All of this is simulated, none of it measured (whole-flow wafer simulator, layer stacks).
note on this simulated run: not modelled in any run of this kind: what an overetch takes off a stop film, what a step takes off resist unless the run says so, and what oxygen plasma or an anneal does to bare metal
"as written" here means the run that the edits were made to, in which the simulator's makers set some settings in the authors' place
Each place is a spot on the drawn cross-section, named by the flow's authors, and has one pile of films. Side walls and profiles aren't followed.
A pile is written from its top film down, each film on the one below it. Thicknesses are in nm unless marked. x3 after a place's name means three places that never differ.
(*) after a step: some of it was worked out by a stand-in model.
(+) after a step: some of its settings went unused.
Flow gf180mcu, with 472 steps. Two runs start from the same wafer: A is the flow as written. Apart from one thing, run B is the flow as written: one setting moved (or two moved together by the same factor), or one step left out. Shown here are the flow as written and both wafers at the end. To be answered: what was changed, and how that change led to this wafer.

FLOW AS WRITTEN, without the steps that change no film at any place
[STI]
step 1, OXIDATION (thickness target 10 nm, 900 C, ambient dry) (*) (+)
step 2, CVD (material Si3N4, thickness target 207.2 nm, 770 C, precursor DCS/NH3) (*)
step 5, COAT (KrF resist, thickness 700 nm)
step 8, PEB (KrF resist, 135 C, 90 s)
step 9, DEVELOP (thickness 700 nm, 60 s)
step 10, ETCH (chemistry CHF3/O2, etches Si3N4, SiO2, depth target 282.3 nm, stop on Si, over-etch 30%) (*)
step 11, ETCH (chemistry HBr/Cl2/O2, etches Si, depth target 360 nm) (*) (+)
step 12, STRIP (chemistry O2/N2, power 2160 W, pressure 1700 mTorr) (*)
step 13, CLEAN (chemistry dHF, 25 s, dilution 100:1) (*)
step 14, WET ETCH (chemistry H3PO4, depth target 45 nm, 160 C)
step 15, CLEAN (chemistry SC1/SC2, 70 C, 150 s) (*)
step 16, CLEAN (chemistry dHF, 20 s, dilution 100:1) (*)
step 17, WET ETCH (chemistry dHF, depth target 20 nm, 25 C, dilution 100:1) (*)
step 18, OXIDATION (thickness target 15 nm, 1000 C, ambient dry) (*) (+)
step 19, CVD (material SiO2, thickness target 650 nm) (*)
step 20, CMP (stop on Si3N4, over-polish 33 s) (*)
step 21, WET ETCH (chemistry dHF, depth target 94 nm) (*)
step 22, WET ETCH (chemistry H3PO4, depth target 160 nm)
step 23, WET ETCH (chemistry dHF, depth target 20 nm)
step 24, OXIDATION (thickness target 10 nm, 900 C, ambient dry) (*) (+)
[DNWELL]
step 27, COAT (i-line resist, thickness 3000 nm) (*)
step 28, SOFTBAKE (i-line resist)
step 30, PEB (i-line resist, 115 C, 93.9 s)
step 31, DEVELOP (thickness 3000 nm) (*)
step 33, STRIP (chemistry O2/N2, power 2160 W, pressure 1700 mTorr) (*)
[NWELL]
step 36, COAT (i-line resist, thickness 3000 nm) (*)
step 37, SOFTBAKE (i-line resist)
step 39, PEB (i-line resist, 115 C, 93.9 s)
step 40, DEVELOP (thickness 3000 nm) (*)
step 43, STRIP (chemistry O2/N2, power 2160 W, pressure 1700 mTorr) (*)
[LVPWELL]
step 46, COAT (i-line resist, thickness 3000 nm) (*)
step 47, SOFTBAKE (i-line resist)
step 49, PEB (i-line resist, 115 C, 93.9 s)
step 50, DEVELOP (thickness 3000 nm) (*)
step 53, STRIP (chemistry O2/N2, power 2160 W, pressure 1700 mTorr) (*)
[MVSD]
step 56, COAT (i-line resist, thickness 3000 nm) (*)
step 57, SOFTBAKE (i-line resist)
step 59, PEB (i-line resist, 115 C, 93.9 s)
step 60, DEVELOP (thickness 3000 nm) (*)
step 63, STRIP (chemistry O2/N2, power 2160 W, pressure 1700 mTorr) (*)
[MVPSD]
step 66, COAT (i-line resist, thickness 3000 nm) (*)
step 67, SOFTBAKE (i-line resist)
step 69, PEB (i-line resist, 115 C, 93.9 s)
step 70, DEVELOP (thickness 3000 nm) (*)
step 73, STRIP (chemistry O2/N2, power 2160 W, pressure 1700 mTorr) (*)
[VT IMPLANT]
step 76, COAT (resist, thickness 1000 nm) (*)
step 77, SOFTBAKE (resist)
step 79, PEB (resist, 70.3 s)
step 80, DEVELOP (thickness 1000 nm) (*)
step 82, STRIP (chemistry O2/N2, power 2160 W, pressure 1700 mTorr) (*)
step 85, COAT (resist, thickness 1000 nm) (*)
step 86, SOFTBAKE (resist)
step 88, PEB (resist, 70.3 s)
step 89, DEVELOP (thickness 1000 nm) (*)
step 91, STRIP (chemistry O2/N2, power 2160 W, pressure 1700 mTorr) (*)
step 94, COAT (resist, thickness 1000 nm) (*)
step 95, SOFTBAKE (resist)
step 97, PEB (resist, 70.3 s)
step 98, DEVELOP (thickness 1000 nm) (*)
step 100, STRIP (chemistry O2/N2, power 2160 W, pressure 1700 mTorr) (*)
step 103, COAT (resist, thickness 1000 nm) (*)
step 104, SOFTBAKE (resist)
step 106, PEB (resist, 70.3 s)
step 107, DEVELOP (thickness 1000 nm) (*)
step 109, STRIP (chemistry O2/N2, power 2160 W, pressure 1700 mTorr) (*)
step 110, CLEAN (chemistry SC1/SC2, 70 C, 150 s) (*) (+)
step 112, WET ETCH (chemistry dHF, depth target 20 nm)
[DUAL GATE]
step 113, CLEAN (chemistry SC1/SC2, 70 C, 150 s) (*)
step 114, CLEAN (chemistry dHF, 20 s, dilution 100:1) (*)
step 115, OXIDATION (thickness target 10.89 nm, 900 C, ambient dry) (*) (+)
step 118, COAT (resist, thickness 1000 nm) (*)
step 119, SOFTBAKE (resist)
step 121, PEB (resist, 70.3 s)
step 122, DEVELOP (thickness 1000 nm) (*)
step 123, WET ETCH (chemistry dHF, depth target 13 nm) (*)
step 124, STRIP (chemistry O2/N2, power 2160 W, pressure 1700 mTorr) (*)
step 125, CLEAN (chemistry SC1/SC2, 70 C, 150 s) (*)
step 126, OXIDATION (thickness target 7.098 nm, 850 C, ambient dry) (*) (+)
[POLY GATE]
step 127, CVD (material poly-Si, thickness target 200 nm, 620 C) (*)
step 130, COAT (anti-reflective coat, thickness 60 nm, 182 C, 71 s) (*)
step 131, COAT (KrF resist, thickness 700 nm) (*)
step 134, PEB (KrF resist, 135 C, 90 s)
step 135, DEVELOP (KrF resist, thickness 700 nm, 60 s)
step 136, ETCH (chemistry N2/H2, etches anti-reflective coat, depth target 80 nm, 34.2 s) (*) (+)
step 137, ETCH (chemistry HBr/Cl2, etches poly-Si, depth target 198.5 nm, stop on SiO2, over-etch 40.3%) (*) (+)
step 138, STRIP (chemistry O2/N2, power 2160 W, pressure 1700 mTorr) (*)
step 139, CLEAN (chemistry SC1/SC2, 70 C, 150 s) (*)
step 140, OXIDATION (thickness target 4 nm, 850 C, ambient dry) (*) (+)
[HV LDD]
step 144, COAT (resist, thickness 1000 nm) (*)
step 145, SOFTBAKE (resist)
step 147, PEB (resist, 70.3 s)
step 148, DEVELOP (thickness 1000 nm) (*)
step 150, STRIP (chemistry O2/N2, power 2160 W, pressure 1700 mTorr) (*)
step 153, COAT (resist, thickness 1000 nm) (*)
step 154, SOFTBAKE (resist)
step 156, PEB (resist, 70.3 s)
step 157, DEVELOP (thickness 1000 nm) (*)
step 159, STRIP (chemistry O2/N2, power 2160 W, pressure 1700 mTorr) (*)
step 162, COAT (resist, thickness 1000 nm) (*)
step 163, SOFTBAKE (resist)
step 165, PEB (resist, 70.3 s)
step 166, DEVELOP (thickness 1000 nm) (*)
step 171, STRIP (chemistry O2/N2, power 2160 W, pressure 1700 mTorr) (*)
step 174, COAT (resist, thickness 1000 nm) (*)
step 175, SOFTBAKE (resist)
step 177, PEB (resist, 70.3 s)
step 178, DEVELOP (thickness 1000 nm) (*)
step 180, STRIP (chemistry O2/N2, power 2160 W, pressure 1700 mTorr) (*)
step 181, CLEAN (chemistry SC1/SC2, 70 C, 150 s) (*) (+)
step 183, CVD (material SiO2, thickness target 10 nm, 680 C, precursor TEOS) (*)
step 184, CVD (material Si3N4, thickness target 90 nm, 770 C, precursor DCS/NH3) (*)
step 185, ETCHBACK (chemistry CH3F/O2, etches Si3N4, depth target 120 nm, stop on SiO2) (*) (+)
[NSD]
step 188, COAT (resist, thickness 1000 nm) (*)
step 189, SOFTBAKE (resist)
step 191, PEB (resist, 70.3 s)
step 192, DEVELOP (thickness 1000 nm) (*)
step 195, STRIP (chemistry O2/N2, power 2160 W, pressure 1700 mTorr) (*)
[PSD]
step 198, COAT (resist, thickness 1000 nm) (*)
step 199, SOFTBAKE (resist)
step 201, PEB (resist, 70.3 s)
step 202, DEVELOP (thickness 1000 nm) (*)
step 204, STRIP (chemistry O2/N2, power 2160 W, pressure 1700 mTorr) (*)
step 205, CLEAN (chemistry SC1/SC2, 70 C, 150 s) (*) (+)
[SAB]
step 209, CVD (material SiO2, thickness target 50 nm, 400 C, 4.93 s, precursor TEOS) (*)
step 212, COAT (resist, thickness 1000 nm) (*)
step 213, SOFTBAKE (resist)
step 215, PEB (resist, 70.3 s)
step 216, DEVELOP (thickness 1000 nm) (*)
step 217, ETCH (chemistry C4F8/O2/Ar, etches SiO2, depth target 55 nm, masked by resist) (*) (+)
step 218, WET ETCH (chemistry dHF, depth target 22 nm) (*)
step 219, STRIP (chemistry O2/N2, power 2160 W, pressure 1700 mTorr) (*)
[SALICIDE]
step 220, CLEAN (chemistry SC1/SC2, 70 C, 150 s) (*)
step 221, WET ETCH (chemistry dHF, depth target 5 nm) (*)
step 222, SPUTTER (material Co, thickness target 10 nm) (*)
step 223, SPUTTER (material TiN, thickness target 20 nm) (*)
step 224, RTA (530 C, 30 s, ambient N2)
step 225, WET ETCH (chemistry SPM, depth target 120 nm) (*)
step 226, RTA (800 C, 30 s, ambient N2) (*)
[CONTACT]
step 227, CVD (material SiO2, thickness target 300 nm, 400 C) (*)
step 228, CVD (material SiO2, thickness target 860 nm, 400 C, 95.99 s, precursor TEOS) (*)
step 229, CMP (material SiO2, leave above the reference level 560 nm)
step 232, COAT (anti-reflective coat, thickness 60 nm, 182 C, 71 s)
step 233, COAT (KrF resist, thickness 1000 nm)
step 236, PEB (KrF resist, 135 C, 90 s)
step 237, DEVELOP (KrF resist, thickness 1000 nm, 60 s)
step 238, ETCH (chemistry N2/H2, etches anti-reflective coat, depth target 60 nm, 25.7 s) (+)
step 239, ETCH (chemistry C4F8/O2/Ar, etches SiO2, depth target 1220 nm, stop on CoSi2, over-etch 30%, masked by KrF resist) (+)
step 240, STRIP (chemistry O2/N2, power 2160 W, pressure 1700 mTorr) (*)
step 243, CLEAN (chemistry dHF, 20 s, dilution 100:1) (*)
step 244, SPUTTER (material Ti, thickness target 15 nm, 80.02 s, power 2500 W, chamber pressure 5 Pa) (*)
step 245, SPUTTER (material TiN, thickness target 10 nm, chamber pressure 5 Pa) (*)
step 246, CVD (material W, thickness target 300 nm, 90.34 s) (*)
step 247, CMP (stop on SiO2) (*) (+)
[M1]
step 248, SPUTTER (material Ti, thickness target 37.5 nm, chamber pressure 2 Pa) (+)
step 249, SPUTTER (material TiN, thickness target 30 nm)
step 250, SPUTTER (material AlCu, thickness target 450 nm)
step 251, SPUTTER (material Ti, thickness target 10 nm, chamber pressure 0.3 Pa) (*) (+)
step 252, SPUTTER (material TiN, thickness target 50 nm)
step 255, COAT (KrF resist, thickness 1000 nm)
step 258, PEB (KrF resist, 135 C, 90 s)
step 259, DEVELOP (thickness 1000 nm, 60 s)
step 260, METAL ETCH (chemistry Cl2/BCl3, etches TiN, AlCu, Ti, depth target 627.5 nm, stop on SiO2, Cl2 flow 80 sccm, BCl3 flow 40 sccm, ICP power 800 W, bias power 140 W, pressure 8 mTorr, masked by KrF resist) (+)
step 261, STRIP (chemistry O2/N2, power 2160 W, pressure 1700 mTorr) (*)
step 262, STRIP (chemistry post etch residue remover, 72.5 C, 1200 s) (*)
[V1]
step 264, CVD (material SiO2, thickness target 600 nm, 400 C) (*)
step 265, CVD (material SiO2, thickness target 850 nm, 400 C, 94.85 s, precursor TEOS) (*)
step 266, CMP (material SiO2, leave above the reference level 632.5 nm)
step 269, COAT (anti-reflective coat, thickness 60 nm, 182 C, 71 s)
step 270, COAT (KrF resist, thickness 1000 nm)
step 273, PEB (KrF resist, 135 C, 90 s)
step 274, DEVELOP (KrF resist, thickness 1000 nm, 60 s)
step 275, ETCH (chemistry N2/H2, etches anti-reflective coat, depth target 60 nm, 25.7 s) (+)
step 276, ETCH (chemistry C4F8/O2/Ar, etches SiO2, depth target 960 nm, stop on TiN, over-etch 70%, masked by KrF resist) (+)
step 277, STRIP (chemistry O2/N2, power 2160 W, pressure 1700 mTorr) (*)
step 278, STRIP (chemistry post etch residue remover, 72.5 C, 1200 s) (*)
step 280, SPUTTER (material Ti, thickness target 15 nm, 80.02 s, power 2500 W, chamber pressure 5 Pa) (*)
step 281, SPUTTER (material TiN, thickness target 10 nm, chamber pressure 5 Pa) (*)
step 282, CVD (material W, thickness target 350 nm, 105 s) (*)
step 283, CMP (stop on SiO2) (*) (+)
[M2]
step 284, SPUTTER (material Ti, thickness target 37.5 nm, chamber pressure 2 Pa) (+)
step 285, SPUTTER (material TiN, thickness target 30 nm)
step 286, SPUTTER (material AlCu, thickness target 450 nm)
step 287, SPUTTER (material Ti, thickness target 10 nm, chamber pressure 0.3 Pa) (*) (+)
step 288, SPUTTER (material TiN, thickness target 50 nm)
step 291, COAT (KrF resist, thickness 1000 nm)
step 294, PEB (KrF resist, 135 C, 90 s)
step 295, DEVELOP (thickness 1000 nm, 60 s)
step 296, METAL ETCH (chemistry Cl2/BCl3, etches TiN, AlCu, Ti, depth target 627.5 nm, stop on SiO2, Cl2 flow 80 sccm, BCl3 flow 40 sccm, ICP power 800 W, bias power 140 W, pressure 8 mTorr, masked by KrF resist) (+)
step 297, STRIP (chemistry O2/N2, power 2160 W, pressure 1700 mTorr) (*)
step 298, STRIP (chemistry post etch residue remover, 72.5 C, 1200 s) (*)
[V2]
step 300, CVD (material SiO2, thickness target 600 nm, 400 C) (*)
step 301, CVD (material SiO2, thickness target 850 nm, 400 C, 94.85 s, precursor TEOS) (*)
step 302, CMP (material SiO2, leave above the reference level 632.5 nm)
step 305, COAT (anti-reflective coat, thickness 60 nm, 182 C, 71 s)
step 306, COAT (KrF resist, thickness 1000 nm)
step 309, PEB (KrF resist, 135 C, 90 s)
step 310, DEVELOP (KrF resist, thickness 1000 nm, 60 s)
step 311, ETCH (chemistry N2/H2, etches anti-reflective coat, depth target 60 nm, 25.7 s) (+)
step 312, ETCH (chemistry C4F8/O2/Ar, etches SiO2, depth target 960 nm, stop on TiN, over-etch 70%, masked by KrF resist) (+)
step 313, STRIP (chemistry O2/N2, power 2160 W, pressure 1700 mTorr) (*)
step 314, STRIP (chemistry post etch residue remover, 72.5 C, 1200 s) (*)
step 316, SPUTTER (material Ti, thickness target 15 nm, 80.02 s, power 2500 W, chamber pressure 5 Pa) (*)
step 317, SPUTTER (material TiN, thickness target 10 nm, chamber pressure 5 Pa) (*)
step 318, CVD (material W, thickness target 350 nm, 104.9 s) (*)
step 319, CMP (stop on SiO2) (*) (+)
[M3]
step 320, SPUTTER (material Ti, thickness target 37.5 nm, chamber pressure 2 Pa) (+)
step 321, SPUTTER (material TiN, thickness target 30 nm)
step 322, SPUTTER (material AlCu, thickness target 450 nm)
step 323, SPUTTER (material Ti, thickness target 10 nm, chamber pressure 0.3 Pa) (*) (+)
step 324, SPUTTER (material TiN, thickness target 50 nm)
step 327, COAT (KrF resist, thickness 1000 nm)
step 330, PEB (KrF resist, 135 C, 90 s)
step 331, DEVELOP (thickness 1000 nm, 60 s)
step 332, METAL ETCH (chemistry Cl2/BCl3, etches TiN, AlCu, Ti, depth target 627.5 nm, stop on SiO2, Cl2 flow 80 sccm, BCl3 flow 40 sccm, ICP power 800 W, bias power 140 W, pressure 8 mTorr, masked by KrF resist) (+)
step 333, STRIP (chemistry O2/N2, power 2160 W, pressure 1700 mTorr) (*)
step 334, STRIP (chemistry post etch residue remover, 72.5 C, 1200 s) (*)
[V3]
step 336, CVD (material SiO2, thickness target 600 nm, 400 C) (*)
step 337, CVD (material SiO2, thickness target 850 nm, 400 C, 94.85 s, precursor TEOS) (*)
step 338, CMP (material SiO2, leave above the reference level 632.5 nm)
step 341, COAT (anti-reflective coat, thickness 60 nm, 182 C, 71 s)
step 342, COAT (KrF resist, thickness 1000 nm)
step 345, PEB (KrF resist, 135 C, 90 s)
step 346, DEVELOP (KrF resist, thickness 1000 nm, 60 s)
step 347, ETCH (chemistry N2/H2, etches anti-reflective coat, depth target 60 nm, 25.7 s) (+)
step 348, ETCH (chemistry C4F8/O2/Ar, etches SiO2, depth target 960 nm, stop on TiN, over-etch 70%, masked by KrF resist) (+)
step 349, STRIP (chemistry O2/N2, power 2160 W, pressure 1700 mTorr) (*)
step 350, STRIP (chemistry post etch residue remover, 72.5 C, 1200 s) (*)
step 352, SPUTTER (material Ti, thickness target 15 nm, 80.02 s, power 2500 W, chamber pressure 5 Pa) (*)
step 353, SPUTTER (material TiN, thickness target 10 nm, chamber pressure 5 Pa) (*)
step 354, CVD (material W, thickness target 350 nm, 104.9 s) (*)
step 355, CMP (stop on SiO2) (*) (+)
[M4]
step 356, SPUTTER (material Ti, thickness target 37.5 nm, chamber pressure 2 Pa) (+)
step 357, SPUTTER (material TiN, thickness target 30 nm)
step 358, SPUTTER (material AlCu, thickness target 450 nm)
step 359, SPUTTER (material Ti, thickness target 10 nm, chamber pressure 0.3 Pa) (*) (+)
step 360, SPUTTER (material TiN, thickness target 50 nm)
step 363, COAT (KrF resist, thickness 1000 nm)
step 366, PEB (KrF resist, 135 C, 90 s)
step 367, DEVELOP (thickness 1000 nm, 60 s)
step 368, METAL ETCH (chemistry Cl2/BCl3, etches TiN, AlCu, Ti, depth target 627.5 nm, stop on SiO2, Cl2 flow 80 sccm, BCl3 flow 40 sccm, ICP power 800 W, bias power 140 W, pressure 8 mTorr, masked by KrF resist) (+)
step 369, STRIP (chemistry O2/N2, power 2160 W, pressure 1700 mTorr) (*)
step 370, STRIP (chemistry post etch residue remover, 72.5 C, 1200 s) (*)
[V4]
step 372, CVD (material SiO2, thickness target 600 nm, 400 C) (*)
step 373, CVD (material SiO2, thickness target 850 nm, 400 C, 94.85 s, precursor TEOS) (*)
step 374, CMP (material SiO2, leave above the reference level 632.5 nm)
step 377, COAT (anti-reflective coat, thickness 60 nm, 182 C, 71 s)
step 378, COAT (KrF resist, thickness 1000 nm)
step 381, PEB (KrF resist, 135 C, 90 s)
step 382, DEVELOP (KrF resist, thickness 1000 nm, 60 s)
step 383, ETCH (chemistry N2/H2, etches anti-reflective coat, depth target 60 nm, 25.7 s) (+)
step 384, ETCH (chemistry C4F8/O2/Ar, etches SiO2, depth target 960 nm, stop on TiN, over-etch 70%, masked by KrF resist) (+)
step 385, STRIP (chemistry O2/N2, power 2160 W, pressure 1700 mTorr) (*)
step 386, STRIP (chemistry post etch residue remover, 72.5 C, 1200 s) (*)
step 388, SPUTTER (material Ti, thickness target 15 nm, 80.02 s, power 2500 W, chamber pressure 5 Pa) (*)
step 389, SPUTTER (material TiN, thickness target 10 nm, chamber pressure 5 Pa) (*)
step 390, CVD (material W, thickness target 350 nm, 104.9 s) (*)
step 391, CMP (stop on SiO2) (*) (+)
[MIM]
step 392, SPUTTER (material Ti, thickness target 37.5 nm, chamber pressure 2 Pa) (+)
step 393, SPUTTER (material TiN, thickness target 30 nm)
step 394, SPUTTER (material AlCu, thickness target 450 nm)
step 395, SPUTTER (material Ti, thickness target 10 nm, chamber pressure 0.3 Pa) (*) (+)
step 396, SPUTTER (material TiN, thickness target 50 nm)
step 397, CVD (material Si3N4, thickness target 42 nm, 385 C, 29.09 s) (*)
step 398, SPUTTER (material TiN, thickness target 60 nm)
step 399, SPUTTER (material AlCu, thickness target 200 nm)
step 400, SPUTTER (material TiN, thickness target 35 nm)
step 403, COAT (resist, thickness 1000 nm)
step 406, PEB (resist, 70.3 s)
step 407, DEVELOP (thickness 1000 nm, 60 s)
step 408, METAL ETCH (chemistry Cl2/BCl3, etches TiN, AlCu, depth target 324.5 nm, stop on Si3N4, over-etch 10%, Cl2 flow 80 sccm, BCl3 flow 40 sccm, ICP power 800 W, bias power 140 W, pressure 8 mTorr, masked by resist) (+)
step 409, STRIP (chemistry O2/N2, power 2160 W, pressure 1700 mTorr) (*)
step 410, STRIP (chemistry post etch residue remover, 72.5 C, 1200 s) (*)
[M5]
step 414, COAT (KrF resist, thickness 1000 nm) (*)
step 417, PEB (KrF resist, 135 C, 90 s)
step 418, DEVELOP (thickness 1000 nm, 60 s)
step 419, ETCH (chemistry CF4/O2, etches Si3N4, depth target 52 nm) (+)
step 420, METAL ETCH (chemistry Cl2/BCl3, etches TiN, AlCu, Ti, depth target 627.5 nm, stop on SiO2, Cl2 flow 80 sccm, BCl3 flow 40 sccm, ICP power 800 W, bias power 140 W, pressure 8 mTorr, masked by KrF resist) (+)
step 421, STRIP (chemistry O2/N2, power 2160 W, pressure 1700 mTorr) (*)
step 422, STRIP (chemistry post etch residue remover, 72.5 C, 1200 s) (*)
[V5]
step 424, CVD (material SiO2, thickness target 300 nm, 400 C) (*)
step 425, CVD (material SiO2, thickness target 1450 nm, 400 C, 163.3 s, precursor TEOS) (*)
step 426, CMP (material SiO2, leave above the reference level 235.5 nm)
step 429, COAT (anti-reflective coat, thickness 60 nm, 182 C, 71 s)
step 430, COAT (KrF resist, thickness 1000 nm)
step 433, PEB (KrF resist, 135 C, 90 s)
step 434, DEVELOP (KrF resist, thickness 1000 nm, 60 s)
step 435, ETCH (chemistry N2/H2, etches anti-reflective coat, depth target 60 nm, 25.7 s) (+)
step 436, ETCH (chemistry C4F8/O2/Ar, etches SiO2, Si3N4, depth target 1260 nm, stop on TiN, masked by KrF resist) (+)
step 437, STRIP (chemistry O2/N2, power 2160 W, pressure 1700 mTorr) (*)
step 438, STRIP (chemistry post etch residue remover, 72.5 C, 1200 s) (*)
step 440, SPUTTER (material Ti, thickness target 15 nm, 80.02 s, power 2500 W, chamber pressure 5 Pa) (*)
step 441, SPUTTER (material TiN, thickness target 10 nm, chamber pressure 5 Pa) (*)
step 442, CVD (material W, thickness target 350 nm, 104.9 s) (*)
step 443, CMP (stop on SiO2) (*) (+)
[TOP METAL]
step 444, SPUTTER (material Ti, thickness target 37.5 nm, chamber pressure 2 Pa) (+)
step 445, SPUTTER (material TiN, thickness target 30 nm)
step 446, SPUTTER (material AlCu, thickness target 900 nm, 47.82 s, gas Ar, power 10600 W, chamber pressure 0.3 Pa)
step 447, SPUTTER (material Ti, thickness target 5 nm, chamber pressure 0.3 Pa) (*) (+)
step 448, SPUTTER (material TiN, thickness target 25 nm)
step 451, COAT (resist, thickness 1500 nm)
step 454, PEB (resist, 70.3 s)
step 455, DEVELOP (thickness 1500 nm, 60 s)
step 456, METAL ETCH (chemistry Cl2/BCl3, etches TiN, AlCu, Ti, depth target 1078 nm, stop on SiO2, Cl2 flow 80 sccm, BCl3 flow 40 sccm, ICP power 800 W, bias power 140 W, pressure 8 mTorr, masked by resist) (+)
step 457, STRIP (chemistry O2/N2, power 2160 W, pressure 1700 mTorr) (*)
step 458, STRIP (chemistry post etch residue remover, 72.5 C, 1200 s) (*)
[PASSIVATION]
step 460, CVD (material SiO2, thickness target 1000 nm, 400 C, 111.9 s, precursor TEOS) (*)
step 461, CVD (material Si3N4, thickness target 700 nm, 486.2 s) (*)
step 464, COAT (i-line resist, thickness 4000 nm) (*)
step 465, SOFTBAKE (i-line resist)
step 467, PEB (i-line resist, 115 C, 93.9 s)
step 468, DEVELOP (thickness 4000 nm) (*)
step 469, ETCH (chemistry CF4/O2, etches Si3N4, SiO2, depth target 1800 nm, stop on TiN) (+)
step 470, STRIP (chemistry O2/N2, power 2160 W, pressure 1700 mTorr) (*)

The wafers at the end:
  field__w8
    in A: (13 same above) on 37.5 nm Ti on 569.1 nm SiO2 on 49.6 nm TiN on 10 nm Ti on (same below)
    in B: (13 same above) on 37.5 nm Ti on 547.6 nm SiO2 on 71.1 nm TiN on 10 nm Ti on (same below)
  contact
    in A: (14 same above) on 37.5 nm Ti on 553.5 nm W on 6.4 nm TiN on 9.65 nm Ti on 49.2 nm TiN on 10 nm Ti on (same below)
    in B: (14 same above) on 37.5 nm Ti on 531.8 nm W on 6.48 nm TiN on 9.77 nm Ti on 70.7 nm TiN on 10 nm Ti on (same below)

What caused this: step 360, SPUTTER: thickness target 71.5 nm was run, whereas the flow has thickness target 50 nm.

The path from the change to this, step by step:
  step 360, SPUTTER (material TiN, thickness target 50 nm)
      field, field__w1, field__w2 and 108 more: A TiN gains 50 (new film) | B TiN gains 71.5 (new film)
  step 368, METAL ETCH (chemistry Cl2/BCl3, etches TiN, AlCu, Ti, depth target 627.5 nm, stop on SiO2, Cl2 flow 80 sccm, BCl3 flow 40 sccm, ICP power 800 W, bias power 140 W, pressure 8 mTorr, masked by KrF resist) (+)
      field, field__w1, field__w2 and 103 more: A TiN loses 50 (all of it), Ti loses 10 (all of it), AlCu loses 450 (all of it), TiN loses 30 (all of it), Ti loses 37.5 (all of it) | B TiN loses 71.5 (all of it), Ti loses 10 (all of it), AlCu loses 450 (all of it), TiN loses 30 (all of it), Ti loses 37.5 (all of it)
  step 374, CMP (material SiO2, leave above the reference level 632.5 nm)
      field__w8, contact, m1, m1__w1, m1_nw: A SiO2 loses 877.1 | B SiO2 loses 898.6
  step 384, ETCH (chemistry C4F8/O2/Ar, etches SiO2, depth target 960 nm, stop on TiN, over-etch 70%, masked by KrF resist) (+)
      field, field__w1, field__w2 and 107 more: A KrF resist loses 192 | B KrF resist loses 187.3
      contact: A SiO2 loses 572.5 (all of it) | B SiO2 loses 551 (all of it)
  step 390, CVD (material W, thickness target 350 nm, 104.9 s) (*)
      contact: A W gains 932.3 (new film) | B W gains 910.6 (new film)
